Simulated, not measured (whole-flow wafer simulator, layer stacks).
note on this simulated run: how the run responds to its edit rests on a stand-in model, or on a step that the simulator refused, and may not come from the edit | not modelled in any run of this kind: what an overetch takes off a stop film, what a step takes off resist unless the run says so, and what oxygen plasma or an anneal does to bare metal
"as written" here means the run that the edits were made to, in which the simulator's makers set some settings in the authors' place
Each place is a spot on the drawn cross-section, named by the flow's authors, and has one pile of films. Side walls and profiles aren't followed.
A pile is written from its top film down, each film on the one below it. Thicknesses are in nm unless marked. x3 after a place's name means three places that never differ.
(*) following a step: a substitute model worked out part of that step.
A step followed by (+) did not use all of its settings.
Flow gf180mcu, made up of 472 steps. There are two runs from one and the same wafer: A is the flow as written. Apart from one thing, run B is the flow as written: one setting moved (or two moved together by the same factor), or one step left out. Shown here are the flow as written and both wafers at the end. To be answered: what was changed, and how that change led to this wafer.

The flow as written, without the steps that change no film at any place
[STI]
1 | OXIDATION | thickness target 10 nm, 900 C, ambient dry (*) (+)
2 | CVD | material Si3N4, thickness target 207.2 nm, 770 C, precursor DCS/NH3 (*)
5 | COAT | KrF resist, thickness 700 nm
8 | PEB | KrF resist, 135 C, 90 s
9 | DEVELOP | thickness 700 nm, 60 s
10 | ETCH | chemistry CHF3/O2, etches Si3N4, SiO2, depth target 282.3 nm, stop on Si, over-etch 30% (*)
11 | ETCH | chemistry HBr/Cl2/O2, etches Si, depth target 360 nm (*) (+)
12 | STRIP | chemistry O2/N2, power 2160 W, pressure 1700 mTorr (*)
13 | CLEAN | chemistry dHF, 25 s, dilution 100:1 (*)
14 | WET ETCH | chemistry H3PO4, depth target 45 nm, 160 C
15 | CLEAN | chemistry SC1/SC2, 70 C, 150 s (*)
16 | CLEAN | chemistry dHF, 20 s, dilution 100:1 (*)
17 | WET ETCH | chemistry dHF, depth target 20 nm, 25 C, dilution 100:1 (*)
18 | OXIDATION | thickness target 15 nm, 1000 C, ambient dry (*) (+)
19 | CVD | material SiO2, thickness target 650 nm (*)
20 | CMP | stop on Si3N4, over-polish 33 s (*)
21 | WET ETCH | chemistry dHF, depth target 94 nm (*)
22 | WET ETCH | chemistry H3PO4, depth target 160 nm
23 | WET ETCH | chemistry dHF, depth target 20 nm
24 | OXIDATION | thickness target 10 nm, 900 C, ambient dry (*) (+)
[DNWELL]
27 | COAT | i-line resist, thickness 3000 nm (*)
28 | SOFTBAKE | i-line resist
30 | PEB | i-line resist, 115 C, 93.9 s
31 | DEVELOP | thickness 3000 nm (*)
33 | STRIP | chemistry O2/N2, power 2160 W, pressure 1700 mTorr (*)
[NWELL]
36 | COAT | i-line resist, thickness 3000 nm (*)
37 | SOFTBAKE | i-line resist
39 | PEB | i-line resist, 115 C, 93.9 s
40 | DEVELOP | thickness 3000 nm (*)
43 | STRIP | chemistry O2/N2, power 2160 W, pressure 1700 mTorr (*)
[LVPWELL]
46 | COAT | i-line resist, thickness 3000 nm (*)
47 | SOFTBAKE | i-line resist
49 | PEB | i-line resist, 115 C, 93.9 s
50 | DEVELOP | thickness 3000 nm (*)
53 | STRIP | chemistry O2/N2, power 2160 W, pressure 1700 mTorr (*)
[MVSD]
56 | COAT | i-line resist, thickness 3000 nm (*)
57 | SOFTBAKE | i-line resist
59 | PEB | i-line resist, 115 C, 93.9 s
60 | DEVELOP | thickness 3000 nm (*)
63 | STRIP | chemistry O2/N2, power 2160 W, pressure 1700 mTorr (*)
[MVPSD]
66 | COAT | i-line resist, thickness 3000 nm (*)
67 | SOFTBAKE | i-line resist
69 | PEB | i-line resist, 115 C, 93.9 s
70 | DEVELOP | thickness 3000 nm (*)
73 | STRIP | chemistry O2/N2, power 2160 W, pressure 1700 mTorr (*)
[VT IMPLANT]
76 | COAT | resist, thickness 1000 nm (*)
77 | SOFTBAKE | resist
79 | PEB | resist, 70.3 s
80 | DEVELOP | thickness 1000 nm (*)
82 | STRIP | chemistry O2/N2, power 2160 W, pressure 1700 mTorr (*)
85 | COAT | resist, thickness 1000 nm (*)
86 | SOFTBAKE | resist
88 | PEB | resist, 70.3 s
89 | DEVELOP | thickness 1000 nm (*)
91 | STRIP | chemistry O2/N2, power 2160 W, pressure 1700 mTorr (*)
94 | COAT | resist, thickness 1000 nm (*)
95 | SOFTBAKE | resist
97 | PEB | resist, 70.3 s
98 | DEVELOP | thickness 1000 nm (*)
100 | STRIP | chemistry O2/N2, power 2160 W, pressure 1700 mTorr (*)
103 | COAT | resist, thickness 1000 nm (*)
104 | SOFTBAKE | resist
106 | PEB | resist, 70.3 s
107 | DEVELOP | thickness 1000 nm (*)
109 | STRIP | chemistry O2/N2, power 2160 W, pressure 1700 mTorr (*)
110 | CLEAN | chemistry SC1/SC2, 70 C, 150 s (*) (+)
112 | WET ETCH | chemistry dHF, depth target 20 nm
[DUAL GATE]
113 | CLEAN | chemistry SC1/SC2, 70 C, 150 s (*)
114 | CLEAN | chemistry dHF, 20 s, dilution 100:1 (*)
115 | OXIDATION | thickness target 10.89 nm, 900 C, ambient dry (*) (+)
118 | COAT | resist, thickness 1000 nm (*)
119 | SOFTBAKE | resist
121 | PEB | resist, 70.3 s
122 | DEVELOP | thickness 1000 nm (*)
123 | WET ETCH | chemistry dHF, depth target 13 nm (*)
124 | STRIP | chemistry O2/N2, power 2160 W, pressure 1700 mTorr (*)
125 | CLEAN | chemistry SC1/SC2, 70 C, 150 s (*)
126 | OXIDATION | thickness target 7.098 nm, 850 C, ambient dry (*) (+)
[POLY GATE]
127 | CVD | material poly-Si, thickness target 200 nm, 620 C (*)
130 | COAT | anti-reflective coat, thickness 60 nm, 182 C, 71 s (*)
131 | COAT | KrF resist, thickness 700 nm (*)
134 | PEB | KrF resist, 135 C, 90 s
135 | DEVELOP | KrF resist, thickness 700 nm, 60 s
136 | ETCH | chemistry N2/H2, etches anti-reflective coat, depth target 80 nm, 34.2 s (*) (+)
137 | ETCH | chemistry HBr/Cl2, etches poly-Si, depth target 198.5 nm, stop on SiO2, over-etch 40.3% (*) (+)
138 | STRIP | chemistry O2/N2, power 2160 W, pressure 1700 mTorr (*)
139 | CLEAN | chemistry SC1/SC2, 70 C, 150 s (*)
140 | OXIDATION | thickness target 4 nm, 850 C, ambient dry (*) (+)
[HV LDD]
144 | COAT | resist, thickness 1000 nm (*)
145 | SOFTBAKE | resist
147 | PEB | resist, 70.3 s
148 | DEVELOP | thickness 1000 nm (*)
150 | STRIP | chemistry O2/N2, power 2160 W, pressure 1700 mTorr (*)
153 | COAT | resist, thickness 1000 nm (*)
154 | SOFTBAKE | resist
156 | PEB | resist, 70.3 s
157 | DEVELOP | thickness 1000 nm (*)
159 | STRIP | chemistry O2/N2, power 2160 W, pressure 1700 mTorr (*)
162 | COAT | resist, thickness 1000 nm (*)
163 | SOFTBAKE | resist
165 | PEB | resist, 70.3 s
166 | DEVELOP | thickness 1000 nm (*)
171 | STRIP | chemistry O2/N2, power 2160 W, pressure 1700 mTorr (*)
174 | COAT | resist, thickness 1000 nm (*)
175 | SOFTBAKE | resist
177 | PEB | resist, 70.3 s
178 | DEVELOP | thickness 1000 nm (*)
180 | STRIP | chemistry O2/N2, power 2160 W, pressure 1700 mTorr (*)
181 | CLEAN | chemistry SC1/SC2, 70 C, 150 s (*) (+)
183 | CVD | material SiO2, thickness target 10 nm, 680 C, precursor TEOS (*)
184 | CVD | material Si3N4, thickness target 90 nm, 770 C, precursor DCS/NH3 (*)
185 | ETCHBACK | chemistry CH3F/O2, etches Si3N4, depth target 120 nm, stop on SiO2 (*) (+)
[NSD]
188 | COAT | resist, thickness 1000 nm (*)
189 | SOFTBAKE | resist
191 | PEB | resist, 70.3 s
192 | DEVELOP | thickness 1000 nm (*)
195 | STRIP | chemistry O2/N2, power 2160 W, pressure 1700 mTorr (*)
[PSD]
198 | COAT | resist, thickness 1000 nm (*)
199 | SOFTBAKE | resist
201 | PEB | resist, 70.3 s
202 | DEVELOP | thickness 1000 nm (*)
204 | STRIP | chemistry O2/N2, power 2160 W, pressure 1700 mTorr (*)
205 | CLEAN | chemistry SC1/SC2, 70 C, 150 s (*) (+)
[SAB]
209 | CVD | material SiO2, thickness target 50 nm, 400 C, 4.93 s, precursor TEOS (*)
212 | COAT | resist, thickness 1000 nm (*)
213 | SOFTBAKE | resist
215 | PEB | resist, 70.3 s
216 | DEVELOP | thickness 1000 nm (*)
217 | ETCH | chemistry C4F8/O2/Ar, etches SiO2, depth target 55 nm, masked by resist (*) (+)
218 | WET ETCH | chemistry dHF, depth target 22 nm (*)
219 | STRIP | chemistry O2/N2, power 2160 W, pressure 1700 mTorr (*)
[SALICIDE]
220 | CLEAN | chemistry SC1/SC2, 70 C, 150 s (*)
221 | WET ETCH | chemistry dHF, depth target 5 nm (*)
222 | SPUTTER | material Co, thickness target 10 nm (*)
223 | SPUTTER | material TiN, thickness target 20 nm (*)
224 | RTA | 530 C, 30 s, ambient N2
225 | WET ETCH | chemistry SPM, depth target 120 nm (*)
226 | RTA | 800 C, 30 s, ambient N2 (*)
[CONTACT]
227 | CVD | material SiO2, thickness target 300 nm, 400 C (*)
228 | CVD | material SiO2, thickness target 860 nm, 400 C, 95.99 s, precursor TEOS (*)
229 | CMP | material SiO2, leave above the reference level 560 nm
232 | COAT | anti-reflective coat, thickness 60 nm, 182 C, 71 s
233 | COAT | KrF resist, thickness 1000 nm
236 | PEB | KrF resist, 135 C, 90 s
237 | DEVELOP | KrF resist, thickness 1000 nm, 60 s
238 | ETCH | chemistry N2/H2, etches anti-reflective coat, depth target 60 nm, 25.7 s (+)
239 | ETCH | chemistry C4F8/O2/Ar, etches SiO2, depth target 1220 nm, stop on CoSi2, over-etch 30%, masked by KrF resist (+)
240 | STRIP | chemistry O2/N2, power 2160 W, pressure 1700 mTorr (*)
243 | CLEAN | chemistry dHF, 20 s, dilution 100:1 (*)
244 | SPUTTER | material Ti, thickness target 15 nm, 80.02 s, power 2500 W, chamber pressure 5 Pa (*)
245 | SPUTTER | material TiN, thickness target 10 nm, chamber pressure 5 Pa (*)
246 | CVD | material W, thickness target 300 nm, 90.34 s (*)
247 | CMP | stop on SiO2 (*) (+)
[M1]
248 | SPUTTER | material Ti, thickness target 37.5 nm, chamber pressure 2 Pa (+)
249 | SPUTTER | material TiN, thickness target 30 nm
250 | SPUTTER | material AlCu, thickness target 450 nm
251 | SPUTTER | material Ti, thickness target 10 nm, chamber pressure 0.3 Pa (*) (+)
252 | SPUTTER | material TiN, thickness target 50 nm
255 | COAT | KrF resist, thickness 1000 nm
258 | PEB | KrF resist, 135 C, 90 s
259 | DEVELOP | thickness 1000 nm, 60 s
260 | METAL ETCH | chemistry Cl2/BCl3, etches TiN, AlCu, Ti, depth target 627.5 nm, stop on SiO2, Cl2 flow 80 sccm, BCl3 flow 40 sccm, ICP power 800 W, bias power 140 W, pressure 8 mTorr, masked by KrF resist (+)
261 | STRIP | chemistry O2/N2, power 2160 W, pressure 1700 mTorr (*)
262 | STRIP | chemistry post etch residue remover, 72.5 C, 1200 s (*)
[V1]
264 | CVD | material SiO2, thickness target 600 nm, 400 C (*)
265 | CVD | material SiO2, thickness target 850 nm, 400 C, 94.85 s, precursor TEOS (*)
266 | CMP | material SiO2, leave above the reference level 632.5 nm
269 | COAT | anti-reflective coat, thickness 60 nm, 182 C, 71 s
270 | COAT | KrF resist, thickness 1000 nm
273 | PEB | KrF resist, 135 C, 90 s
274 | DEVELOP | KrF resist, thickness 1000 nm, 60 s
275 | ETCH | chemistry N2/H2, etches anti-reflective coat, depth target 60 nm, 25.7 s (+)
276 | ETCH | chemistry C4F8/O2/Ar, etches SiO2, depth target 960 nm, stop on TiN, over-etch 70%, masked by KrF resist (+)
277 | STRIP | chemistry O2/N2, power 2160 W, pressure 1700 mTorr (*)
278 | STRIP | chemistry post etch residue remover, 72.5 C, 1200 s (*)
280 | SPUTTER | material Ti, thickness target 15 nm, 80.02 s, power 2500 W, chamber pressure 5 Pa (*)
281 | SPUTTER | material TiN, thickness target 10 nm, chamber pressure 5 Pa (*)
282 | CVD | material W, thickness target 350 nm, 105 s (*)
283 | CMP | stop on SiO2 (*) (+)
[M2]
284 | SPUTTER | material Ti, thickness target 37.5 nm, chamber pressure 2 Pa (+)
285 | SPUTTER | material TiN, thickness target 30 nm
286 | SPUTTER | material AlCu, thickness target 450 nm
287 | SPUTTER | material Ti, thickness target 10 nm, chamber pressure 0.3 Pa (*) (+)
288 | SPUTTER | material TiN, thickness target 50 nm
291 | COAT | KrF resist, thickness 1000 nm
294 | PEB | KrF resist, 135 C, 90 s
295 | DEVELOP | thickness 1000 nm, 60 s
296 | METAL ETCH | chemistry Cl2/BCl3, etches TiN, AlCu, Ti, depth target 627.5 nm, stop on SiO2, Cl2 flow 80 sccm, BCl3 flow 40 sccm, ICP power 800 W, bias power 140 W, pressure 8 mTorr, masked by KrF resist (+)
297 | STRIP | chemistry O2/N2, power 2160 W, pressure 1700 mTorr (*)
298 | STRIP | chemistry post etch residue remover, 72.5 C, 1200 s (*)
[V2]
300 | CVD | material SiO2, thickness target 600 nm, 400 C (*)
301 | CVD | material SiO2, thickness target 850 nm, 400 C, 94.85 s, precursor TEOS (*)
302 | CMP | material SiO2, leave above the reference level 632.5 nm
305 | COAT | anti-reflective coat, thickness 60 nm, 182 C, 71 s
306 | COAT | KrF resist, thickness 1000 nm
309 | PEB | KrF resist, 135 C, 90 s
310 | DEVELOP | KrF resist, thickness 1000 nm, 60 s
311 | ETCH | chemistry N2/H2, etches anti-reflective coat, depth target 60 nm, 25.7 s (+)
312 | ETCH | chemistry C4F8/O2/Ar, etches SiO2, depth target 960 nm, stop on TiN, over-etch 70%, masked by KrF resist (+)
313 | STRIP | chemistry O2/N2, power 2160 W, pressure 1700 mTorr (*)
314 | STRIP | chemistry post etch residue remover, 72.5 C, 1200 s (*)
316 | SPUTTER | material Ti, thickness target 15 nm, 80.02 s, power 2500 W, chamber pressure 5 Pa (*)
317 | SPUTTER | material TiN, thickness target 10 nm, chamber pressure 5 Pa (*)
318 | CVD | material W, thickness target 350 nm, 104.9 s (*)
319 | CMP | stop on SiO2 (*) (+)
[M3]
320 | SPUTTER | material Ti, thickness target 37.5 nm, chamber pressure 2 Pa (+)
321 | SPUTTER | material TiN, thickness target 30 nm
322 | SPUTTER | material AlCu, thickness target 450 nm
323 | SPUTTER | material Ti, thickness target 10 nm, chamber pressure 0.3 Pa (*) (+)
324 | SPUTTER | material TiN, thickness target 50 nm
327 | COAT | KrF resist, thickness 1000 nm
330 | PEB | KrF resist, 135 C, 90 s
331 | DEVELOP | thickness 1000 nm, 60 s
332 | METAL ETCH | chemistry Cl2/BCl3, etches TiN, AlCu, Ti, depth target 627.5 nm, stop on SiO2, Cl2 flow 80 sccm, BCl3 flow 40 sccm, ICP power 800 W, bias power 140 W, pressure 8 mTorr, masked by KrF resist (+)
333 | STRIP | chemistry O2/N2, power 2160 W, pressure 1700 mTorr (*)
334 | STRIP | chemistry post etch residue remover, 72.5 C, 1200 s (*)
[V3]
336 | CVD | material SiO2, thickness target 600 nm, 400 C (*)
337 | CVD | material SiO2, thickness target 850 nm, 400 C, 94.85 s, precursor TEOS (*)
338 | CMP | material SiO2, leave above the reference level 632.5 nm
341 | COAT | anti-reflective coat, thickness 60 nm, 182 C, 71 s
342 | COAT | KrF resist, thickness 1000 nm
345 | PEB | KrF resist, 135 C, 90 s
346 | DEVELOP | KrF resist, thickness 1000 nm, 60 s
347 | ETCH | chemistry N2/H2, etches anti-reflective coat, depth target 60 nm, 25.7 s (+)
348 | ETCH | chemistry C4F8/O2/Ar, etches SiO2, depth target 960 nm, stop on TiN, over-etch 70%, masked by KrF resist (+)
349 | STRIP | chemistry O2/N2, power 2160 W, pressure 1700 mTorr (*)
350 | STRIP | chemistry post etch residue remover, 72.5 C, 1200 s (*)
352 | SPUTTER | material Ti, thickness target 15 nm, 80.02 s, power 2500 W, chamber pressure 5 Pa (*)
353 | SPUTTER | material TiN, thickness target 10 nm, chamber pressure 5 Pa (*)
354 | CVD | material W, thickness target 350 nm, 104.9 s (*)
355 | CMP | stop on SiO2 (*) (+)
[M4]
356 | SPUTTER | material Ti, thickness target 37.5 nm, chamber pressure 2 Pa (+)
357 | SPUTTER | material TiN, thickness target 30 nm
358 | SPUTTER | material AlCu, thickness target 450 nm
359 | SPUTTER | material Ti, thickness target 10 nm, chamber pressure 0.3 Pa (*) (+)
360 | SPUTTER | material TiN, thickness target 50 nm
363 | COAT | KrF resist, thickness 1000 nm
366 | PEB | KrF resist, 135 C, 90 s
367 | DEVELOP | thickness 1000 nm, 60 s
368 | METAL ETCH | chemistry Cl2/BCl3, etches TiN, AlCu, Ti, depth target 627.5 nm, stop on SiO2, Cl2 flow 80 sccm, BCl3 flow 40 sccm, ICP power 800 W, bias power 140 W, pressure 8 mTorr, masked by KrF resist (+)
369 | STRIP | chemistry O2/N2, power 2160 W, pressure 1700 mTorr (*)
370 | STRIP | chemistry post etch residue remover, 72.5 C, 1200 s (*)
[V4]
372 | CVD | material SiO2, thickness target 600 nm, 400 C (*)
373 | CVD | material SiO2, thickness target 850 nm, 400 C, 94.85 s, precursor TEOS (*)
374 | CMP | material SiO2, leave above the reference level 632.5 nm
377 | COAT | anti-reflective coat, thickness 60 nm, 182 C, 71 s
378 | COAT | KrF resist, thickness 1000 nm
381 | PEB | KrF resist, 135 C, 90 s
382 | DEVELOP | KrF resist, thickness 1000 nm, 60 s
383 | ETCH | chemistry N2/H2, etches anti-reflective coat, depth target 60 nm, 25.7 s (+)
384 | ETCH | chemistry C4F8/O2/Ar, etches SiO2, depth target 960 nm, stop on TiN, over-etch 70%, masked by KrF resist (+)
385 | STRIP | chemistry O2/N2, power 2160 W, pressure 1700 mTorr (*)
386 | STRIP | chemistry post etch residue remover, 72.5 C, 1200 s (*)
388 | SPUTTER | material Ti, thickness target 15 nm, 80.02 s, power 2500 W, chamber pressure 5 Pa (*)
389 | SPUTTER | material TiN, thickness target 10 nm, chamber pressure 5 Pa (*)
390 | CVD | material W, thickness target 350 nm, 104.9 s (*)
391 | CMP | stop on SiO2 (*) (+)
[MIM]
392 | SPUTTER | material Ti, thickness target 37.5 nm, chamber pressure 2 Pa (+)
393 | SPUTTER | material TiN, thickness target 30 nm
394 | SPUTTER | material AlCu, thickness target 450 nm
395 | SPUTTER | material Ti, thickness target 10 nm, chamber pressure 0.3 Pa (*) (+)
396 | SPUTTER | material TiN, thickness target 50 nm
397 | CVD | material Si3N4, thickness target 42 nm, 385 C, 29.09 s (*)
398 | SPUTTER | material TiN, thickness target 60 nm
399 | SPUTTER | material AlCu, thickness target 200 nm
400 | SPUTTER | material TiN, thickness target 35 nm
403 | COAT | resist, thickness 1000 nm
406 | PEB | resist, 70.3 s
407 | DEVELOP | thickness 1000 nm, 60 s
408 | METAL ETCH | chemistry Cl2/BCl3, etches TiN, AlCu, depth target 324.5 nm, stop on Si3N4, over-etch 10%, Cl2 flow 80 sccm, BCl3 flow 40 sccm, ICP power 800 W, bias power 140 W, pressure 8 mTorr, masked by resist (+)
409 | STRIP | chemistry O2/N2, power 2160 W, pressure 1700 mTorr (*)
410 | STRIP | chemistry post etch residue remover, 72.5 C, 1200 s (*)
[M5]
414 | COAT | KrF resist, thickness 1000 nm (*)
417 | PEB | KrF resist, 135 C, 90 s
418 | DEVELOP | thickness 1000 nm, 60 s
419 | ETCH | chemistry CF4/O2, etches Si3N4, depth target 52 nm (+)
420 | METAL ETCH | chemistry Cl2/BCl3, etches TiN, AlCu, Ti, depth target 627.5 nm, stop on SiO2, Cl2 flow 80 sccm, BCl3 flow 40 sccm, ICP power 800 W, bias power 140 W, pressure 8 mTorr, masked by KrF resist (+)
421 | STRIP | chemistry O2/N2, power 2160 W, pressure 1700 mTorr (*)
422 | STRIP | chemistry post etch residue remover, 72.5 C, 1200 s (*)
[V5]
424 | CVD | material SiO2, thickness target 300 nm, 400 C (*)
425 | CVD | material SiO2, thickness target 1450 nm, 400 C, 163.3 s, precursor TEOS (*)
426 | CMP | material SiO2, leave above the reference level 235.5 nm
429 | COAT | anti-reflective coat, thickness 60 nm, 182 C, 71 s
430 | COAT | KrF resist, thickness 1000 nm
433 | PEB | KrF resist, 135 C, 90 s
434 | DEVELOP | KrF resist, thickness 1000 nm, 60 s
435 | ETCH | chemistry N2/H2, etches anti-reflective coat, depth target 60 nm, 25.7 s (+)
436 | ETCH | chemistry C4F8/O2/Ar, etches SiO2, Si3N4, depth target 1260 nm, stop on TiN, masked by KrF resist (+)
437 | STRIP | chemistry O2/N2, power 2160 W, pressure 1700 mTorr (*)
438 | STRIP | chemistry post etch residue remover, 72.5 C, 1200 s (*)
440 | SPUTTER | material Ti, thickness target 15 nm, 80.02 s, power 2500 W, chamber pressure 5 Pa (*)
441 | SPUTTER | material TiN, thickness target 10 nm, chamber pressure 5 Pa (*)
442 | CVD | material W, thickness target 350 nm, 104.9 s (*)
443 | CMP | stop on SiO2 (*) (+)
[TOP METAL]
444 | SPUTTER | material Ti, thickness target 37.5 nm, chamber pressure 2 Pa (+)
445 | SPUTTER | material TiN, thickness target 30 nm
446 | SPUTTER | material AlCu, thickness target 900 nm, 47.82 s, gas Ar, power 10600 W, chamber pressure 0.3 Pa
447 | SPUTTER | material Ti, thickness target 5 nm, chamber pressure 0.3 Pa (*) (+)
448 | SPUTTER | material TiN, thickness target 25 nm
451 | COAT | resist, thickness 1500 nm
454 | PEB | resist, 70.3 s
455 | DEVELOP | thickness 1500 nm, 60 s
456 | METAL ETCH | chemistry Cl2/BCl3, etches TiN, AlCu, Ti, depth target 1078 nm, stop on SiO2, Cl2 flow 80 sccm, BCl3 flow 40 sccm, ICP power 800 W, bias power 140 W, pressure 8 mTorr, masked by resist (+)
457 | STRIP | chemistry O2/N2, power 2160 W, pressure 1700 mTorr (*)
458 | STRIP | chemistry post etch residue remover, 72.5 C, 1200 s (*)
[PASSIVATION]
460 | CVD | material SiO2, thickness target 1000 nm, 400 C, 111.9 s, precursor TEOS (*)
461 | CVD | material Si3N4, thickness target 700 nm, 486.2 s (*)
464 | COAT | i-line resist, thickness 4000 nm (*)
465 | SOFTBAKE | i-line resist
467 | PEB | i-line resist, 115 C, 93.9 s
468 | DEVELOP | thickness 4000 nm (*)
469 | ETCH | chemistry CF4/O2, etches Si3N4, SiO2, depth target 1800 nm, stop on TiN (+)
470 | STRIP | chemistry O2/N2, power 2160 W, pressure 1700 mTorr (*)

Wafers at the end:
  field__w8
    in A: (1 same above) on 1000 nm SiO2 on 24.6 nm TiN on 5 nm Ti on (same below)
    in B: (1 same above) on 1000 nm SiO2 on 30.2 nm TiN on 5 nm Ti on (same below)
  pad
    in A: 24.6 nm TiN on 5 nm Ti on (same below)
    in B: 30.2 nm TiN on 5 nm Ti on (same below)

What caused this: step 448, SPUTTER: thickness target 30.6 nm was run, while the flow as written has thickness target 25 nm.

The path from the change to this, step by step:
  448 | SPUTTER | material TiN, thickness target 25 nm
      field, field__w1, field__w2 and 109 more: A TiN gains 25 (new film) | B TiN gains 30.6 (new film)
  456 | METAL ETCH | chemistry Cl2/BCl3, etches TiN, AlCu, Ti, depth target 1078 nm, stop on SiO2, Cl2 flow 80 sccm, BCl3 flow 40 sccm, ICP power 800 W, bias power 140 W, pressure 8 mTorr, masked by resist (+)
      field, field__w1, field__w2 and 103 more: A TiN loses 25 (all of it), Ti loses 5 (all of it), AlCu loses 900 (all of it), TiN loses 30 (all of it), Ti loses 37.5 (all of it) | B TiN loses 30.6 (all of it), Ti loses 5 (all of it), AlCu loses 900 (all of it), TiN loses 30 (all of it), Ti loses 37.5 (all of it)
  465 | SOFTBAKE | i-line resist
      gate: A i-line resist gains 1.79 | B i-line resist loses 0.31
      field__w11, field__w13: A i-line resist gains 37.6 | B i-line resist gains 31.3
      (also at 58 further places)
